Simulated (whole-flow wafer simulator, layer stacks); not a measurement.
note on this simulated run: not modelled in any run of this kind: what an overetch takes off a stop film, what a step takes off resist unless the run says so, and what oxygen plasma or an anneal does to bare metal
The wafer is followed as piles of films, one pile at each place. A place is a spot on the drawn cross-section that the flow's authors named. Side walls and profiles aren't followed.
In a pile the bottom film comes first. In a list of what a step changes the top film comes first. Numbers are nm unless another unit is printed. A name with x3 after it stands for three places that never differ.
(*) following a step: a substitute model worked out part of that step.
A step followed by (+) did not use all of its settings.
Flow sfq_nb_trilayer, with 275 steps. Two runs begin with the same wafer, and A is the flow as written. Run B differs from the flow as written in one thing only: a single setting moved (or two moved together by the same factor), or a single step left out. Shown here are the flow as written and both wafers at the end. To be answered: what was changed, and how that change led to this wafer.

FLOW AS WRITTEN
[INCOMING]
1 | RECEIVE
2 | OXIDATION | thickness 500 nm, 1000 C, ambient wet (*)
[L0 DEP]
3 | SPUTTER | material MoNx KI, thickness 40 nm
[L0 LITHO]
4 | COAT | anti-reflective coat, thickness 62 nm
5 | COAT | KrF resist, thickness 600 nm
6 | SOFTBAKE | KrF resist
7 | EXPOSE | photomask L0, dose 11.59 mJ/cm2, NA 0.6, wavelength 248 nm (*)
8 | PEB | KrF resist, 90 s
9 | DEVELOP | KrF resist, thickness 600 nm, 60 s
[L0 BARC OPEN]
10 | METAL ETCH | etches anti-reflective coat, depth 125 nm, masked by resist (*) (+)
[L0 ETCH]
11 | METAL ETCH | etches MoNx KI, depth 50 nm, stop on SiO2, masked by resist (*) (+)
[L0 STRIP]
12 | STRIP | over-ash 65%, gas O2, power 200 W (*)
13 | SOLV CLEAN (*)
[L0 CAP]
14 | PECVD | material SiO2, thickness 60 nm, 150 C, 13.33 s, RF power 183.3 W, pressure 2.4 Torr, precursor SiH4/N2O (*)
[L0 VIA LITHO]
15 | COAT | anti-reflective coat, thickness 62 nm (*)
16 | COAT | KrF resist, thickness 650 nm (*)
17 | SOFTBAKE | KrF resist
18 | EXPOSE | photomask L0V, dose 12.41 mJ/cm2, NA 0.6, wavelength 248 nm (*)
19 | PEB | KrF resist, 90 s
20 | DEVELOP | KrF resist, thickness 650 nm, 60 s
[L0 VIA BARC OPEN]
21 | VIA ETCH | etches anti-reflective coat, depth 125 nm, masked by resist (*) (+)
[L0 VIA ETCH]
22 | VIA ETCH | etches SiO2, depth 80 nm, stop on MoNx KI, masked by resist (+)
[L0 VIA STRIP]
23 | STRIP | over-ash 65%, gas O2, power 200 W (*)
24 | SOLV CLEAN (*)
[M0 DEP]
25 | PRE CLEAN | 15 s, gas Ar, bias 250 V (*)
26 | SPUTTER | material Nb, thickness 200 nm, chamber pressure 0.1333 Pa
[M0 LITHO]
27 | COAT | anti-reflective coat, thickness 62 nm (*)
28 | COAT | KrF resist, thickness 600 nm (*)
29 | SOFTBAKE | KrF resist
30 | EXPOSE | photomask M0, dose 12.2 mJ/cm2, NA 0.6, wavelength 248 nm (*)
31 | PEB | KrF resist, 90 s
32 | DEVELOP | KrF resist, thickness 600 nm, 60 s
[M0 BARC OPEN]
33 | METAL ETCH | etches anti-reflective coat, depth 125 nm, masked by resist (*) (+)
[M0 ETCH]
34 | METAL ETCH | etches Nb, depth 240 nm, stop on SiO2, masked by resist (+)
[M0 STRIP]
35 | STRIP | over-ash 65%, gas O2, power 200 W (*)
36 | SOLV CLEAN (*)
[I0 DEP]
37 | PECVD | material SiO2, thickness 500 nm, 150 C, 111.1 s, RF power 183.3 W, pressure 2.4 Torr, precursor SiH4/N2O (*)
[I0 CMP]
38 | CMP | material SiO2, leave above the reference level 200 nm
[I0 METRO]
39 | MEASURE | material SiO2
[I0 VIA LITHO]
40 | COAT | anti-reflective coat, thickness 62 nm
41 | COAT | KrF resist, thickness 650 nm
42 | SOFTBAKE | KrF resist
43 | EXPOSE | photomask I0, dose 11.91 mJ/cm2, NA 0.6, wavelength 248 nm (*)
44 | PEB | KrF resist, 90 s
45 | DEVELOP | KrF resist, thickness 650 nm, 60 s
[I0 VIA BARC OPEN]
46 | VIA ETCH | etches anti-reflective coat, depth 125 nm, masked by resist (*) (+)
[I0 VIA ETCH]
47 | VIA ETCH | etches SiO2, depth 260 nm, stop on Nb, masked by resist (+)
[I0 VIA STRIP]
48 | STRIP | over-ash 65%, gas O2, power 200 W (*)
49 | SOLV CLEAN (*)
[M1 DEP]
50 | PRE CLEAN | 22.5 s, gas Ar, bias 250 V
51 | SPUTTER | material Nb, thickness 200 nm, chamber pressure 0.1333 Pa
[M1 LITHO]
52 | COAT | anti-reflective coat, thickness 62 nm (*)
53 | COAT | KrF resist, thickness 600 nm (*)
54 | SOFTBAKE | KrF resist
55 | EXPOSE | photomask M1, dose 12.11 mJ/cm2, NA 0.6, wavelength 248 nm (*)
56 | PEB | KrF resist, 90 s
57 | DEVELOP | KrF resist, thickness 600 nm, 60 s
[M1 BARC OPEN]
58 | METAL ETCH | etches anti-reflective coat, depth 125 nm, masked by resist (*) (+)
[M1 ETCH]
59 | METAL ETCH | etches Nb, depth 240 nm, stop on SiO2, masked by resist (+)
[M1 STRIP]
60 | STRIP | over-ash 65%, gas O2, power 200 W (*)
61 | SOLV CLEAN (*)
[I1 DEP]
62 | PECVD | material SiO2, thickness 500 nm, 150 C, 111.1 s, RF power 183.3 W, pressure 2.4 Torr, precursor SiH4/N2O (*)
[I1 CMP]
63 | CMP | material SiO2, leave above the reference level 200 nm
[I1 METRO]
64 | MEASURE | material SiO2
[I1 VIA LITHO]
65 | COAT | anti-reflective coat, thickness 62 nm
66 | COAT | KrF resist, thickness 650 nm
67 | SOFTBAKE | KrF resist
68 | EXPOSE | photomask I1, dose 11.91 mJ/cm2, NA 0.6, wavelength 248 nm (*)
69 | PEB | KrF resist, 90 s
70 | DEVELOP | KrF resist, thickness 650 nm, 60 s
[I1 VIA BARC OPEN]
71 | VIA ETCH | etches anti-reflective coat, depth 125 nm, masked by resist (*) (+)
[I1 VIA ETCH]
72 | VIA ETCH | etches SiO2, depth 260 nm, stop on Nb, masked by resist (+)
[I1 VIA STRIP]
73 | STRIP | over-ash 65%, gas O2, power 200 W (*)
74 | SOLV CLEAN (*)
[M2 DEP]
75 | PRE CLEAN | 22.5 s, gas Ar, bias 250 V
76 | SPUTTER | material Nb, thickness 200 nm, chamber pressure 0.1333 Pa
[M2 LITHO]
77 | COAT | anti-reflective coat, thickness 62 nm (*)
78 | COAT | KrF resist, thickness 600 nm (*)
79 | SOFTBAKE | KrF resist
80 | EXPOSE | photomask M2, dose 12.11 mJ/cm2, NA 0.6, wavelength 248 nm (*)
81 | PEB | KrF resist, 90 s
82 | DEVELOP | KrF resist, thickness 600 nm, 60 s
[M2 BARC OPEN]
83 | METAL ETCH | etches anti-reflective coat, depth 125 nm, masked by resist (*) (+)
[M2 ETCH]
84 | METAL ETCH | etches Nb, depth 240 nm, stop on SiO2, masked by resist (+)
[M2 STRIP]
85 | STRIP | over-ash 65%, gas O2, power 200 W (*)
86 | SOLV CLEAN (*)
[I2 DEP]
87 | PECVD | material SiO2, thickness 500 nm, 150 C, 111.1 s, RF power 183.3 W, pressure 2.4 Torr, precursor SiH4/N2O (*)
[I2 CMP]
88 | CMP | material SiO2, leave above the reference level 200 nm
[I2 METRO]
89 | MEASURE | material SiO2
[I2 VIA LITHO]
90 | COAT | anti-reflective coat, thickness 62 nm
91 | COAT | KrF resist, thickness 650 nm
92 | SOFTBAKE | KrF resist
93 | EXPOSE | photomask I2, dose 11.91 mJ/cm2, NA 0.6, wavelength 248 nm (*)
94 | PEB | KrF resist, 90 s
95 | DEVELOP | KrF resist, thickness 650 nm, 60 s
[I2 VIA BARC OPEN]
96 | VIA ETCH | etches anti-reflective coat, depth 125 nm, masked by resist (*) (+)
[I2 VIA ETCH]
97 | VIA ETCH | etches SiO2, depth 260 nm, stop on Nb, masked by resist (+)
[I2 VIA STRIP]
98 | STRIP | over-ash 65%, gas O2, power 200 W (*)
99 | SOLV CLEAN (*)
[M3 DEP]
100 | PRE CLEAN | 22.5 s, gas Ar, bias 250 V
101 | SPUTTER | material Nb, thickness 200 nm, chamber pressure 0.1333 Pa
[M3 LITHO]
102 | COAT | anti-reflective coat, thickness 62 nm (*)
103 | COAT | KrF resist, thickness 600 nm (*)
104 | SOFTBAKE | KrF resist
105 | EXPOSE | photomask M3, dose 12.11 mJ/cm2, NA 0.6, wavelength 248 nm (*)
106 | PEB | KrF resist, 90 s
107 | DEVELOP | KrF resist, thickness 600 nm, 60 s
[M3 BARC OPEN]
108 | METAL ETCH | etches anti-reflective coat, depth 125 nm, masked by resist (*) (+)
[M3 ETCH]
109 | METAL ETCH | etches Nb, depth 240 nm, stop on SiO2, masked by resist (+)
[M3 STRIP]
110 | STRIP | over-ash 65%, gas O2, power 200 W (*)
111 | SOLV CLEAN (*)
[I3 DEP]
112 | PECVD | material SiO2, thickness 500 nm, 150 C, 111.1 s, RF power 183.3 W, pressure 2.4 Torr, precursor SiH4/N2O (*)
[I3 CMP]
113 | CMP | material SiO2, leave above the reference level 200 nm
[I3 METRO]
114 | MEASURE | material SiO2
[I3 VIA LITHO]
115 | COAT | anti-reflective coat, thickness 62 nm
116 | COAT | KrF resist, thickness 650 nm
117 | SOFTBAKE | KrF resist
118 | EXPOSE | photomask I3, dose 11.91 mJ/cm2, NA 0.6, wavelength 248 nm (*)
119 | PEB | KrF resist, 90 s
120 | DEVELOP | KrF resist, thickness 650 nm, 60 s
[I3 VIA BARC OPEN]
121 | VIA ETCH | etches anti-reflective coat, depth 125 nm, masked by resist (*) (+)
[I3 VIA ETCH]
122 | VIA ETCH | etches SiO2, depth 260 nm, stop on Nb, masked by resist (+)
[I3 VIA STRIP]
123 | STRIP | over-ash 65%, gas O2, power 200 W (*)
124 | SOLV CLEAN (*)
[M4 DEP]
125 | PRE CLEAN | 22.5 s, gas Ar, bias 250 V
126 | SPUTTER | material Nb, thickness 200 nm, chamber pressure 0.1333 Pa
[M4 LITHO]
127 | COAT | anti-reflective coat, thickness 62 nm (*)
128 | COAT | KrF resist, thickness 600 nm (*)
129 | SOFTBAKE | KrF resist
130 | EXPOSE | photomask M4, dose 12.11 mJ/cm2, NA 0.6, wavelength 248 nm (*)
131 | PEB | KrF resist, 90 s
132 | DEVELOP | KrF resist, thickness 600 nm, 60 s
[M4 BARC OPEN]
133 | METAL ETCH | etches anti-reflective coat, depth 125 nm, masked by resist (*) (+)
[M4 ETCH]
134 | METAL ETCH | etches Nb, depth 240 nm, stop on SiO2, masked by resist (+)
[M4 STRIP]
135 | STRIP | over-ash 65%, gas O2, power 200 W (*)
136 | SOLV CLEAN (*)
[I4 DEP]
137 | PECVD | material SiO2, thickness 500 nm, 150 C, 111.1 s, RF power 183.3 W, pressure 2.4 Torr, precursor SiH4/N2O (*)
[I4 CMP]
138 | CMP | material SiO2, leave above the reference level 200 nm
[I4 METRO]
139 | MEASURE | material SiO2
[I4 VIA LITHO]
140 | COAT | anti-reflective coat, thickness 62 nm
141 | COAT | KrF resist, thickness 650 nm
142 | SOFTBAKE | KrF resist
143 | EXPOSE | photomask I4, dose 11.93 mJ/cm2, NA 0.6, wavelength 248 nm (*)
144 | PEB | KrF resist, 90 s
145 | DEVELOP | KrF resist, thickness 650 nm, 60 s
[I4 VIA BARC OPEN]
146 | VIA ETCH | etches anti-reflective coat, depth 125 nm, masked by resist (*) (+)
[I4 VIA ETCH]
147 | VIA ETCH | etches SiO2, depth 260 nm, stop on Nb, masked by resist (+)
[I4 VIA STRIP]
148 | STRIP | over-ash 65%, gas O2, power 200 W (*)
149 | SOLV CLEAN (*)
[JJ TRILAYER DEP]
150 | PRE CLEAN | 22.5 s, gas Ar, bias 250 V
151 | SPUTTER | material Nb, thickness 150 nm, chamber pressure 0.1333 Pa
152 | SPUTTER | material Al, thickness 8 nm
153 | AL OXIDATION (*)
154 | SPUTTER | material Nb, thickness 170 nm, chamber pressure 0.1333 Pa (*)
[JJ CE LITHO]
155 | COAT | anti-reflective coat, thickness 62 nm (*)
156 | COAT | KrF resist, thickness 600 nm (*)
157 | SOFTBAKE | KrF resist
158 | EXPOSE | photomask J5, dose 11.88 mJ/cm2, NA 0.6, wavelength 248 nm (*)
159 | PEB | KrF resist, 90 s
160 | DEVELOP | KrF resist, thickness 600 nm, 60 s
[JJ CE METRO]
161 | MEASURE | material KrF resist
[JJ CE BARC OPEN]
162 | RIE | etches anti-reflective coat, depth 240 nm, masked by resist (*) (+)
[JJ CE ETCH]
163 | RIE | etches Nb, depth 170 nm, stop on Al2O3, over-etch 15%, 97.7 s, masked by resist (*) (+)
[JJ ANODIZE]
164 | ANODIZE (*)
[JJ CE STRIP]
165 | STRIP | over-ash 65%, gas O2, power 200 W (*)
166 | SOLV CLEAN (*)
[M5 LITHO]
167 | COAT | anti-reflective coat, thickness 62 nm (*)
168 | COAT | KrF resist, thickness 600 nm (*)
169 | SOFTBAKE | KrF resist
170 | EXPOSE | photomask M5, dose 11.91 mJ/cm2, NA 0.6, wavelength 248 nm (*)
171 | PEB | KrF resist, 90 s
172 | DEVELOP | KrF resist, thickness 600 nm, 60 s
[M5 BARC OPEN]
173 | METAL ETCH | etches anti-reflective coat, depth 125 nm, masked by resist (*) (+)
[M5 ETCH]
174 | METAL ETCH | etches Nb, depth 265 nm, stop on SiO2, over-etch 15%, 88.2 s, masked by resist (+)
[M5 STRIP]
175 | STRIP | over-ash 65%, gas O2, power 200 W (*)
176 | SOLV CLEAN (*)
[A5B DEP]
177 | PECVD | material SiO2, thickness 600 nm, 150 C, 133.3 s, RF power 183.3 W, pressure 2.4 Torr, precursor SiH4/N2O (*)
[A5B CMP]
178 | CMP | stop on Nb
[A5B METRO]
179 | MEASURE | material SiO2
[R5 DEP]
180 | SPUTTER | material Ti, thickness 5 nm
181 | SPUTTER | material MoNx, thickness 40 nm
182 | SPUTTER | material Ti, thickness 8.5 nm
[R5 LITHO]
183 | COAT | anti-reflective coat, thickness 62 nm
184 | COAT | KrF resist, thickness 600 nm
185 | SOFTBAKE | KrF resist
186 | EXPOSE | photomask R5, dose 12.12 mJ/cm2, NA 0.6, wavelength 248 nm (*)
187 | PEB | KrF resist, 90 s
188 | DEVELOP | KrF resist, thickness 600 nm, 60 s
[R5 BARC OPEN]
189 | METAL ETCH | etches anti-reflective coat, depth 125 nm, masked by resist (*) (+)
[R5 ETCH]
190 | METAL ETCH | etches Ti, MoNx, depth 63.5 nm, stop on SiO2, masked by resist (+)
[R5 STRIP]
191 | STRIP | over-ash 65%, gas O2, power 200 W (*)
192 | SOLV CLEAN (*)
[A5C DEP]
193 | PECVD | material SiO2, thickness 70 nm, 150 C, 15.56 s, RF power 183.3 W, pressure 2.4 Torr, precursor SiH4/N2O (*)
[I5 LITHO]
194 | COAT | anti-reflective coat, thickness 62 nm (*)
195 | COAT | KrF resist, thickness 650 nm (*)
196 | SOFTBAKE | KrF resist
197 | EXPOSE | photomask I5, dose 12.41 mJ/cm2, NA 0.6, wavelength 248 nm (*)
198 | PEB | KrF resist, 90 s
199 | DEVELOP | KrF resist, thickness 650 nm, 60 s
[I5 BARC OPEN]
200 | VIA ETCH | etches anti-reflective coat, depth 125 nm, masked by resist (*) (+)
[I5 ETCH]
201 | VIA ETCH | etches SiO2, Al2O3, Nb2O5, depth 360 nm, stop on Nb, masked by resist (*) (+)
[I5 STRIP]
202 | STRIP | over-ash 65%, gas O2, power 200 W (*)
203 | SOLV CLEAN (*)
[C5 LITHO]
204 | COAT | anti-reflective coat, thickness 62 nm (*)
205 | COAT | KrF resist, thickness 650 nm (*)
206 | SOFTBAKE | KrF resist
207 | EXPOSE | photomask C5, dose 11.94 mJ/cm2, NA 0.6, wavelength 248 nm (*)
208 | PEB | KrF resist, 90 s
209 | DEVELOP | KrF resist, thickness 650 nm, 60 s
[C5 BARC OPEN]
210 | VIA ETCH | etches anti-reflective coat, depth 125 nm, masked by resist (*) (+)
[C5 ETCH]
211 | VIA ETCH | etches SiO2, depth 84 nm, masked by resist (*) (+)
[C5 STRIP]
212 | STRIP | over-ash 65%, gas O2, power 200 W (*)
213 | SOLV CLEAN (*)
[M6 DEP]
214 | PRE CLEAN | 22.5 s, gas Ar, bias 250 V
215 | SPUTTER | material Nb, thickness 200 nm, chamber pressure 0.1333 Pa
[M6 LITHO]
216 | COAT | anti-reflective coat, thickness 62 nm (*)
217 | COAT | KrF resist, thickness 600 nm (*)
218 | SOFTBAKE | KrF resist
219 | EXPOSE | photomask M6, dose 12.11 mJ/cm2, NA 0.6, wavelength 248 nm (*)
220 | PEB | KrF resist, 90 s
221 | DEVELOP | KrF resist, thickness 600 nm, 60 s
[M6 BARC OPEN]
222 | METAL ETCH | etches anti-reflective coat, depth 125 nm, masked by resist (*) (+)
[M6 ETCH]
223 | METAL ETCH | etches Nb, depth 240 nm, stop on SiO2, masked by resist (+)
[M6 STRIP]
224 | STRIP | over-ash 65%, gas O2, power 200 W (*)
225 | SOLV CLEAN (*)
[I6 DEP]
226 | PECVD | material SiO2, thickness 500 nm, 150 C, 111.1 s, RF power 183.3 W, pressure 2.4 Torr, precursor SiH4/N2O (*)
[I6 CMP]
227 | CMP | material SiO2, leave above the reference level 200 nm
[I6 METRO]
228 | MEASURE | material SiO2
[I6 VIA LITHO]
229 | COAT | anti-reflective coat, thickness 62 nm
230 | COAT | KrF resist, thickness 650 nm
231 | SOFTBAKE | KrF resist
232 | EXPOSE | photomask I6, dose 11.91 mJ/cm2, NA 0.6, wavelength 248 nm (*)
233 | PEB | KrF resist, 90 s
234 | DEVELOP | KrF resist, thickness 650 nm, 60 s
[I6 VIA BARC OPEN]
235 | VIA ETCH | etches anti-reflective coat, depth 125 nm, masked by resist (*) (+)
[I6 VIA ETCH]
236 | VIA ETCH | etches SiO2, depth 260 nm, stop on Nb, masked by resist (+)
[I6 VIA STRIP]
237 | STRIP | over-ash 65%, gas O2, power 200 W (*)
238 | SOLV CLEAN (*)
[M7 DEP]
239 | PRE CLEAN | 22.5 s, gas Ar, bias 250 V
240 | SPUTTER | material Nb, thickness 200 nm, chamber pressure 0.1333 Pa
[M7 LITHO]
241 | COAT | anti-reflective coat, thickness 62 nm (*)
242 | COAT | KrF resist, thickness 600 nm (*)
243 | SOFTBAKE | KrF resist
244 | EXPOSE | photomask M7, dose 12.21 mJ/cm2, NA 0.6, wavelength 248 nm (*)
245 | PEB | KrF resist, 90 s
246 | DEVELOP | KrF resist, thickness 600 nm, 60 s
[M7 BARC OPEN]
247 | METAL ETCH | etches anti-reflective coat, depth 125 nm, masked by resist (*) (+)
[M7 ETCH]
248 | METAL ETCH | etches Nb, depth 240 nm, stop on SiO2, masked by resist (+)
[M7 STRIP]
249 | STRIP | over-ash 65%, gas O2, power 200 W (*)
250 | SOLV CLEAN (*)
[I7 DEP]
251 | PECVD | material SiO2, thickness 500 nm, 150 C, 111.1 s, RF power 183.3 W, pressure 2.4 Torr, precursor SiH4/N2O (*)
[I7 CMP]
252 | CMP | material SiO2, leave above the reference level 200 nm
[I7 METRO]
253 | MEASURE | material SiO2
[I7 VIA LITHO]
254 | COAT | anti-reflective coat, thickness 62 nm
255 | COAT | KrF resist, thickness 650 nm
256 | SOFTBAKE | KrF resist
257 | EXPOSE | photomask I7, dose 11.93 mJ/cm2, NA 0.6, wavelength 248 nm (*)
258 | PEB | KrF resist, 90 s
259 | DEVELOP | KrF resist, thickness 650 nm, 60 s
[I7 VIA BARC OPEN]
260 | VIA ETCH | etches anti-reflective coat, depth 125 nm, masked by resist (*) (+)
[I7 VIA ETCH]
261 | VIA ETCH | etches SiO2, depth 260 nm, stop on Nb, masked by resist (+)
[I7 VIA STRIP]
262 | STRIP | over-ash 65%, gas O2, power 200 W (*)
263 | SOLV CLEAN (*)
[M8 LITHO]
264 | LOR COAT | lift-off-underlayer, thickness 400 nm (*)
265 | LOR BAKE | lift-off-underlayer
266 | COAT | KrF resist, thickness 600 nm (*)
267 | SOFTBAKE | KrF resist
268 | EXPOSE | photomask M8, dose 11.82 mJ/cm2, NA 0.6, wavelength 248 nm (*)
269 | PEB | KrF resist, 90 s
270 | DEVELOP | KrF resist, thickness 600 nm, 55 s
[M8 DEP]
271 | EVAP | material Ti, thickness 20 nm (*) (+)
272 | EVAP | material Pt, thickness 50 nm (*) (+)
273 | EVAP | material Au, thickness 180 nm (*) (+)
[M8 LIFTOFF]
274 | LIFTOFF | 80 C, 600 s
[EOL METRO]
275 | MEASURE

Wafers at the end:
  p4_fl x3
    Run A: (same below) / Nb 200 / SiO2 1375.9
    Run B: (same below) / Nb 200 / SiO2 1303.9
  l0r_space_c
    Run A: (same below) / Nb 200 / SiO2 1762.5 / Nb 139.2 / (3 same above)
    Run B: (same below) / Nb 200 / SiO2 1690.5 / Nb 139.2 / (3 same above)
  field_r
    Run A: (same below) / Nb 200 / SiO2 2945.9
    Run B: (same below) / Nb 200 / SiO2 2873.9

The reason: step 138, CMP: leave above the reference level 128 nm was run, though the flow has leave above the reference level 200 nm.

How this came from the change, step by step:
  138 | CMP | material SiO2, leave above the reference level 200 nm
      field_l, be, be_sur and 55 more: A -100 SiO2 | B -172 SiO2
      v_sur, via_wl, via_w and 35 more: A -300 SiO2 | B -372 SiO2
      (and at 10 other places as well)
  147 | VIA ETCH | etches SiO2, depth 260 nm, stop on Nb, masked by resist (+)
      field_l, v_sur, via_sp and 100 more: A -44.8 KrF resist | B -33.1 KrF resist
      via_wl, via_w, via_wr: A -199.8 SiO2 (all of it) | B -127.8 SiO2 (all of it)
  148 | STRIP | over-ash 65%, gas O2, power 200 W (*)
      field_l, v_sur, via_sp and 100 more: A -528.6 KrF resist (all of it), -62 anti-reflective coat (all of it) | B -540.4 KrF resist (all of it), -62 anti-reflective coat (all of it)
  151 | SPUTTER | material Nb, thickness 150 nm, chamber pressure 0.1333 Pa
      via_wl, via_w, via_wr: A +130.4 Nb | B +138.8 Nb
  152 | SPUTTER | material Al, thickness 8 nm
      via_wl, via_wr: A +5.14 Al (new film) | B +6 Al (new film)
      via_w: A +7.12 Al (new film) | B +7.78 Al (new film)
  154 | SPUTTER | material Nb, thickness 170 nm, chamber pressure 0.1333 Pa (*)
      via_wl, via_wr: A +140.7 Nb (new film) | B +123 Nb (new film)
      via_w: A +141 Nb (new film) | B +165.6 Nb (new film)
  155 | COAT | anti-reflective coat, thickness 62 nm (*)
      via_wl, via_wr: A +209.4 anti-reflective coat (new film) | B +188.1 anti-reflective coat (new film)
      v_sur: A +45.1 anti-reflective coat (new film) | B +48.6 anti-reflective coat (new film)
      (and at 2 other places as well)
  156 | COAT | KrF resist, thickness 600 nm (*)
      via_wl: A +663 KrF resist (new film) | B +638.1 KrF resist (new film)
      via_w: A +763.8 KrF resist (new film) | B +685.5 KrF resist (new film)
      (and at 1 other place as well)
  160 | DEVELOP | KrF resist, thickness 600 nm, 60 s
      via_wl: A -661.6 KrF resist (all of it) | B -636.7 KrF resist (all of it)
      via_w: A -762.1 KrF resist (all of it) | B -684 KrF resist (all of it)
      (and at 1 other place as well)
  162 | RIE | etches anti-reflective coat, depth 240 nm, masked by resist (*) (+)
      ce_l, c5j, ce_r, wl_jj: A -209.4 KrF resist | B -188.1 KrF resist
      via_wl, via_wr: A -209.4 anti-reflective coat (all of it) | B -188.1 anti-reflective coat (all of it)
      (and at 3 other places as well)
  163 | RIE | etches Nb, depth 170 nm, stop on Al2O3, over-etch 15%, 97.7 s, masked by resist (*) (+)
      via_w: A -141 Nb (all of it), -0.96 Al2O3 (all of it) | B -165.6 Nb (all of it), -0.6 Al2O3
      via_wl, via_wr: A -140.7 Nb (all of it), -0.96 Al2O3 (all of it) | B -123 Nb (all of it), -0.96 Al2O3 (all of it)
  164 | ANODIZE (*)
      via_w: A +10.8 Al2O3 (new film), +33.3 Nb2O5 (new film), -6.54 Al (all of it), -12 Nb | B +11.9 Al2O3, +30.8 Nb2O5 (new film), -7.2 Al (all of it), -11.1 Nb
      via_wl, via_wr: A +7.52 Al2O3 (new film), +39.2 Nb2O5 (new film), -4.56 Al (all of it), -14.1 Nb | B +8.95 Al2O3 (new film), +36.6 Nb2O5 (new film), -5.42 Al (all of it), -13.2 Nb
  165 | STRIP | over-ash 65%, gas O2, power 200 W (*)
      c5j, ce_r: A -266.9 KrF resist (all of it), -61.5 anti-reflective coat (all of it) | B -288.7 KrF resist (all of it), -61.7 anti-reflective coat (all of it)
      ce_l: A -266.8 KrF resist (all of it), -61.4 anti-reflective coat (all of it) | B -288.6 KrF resist (all of it), -61.7 anti-reflective coat (all of it)
      (and at 1 other place as well)
  167 | COAT | anti-reflective coat, thickness 62 nm (*)
      via_wl: A +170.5 anti-reflective coat (new film) | B +115.9 anti-reflective coat (new film)
      via_w: A +84.1 anti-reflective coat (new film) | B +74.6 anti-reflective coat (new film)
      (and at 2 other places as well)
  168 | COAT | KrF resist, thickness 600 nm (*)
      v_sur: A +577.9 KrF resist (new film) | B +590.1 KrF resist (new film)
      via_w: A +732.6 KrF resist (new film) | B +683.2 KrF resist (new film)
  175 | STRIP | over-ash 65%, gas O2, power 200 W (*)
      v_sur: A -349.2 KrF resist (all of it), -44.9 anti-reflective coat (all of it) | B -361.3 KrF resist (all of it), -45.2 anti-reflective coat (all of it)
      via_wl: A -427 KrF resist (all of it), -170.5 anti-reflective coat (all of it) | B -418.9 KrF resist (all of it), -115.9 anti-reflective coat (all of it)
      (and at 3 other places as well)
  178 | CMP | stop on Nb
      via_wl, via_wr: A -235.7 SiO2 | B -315.9 SiO2
      via_w: A -235.2 SiO2 | B -315.4 SiO2
